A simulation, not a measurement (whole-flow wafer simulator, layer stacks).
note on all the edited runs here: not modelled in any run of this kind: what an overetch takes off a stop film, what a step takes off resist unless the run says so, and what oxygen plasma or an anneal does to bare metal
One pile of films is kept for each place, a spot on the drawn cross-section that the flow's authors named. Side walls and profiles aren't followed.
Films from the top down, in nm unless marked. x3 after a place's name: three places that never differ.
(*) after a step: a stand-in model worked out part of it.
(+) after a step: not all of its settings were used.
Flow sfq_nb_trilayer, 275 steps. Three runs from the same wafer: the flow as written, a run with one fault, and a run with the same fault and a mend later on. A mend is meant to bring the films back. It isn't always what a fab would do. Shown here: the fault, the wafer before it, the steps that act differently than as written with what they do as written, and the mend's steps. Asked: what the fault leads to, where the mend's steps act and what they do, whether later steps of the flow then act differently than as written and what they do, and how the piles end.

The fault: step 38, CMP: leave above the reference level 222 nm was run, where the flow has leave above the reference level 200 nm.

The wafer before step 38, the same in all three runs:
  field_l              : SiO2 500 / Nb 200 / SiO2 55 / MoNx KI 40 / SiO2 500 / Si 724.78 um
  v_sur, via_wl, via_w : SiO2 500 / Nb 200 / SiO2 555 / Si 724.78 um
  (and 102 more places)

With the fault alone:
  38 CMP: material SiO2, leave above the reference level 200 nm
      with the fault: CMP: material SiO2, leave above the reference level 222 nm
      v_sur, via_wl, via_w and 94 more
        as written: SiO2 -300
        with the fault: SiO2 -278
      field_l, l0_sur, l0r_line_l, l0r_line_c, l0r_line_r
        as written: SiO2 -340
        with the fault: SiO2 -318
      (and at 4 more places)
  Later steps of the flow that act differently than as written (3 more steps differ only slightly, by at most 2% or 0.5 nm, whichever is larger, and aren't shown):
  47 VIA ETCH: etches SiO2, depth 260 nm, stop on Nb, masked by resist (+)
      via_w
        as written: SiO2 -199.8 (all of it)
        with the fault: SiO2 -221.8 (all of it)
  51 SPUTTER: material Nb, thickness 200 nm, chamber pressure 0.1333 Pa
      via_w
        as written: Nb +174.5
        with the fault: Nb +170.4
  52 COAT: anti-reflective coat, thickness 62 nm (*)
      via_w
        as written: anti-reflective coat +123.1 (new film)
        with the fault: anti-reflective coat +127.8 (new film)
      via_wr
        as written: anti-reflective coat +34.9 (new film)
        with the fault: anti-reflective coat +34.2 (new film)
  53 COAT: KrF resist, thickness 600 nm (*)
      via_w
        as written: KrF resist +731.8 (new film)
        with the fault: KrF resist +749.6 (new film)
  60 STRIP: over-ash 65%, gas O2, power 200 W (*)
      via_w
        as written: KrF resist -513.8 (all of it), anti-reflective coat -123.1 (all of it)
        with the fault: KrF resist -531.6 (all of it), anti-reflective coat -127.8 (all of it)
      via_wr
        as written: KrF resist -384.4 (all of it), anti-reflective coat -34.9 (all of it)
        with the fault: KrF resist -382.4 (all of it), anti-reflective coat -34.2 (all of it)
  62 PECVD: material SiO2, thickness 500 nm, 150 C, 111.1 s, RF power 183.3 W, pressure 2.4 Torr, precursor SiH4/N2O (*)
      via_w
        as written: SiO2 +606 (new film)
        with the fault: SiO2 +632.1 (new film)
  At the end the piles differ from the flow's by more than 2% or 0.5 nm, whichever is larger, at v_sur, via_wl, via_w and 30 more.
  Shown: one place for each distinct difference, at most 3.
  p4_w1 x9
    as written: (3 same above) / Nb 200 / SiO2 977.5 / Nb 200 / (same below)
    with the fault: (3 same above) / Nb 200 / SiO2 999.5 / Nb 200 / (same below)
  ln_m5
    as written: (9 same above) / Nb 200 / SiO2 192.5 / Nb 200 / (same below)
    with the fault: (9 same above) / Nb 200 / SiO2 214.5 / Nb 200 / (same below)
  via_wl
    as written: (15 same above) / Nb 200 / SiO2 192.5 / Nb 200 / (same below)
    with the fault: (15 same above) / Nb 200 / SiO2 214.5 / Nb 200 / (same below)

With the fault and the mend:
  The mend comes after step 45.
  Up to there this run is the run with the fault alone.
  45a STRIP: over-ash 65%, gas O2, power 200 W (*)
      field_l, v_sur, via_wl and 102 more
        KrF resist -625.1 (all of it), anti-reflective coat -62 (all of it)
      via_w
        anti-reflective coat -62 (all of it)
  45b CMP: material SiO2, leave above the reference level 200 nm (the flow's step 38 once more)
      field_l, v_sur, via_wl and 103 more
        SiO2 -22
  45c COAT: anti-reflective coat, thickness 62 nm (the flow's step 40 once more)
      field_l, v_sur, via_wl and 103 more
        anti-reflective coat +62 (new film)
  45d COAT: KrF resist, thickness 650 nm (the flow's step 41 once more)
      field_l, v_sur, via_wl and 103 more
        KrF resist +650 (new film)
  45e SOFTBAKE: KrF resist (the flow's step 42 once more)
      changes no film at any place that is followed
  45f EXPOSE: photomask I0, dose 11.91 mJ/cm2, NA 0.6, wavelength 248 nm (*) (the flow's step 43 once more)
      changes no film at any place that is followed
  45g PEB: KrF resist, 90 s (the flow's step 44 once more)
      field_l, v_sur, via_wl and 103 more
        KrF resist -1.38
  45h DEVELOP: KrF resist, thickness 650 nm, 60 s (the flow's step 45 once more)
      field_l, v_sur, via_wl and 102 more
        KrF resist -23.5
      via_w
        KrF resist -648.6 (all of it)
  No later step of the flow acts differently than as written at any place that is followed.
  At the end the piles are the same as the flow's at every place that both follow.
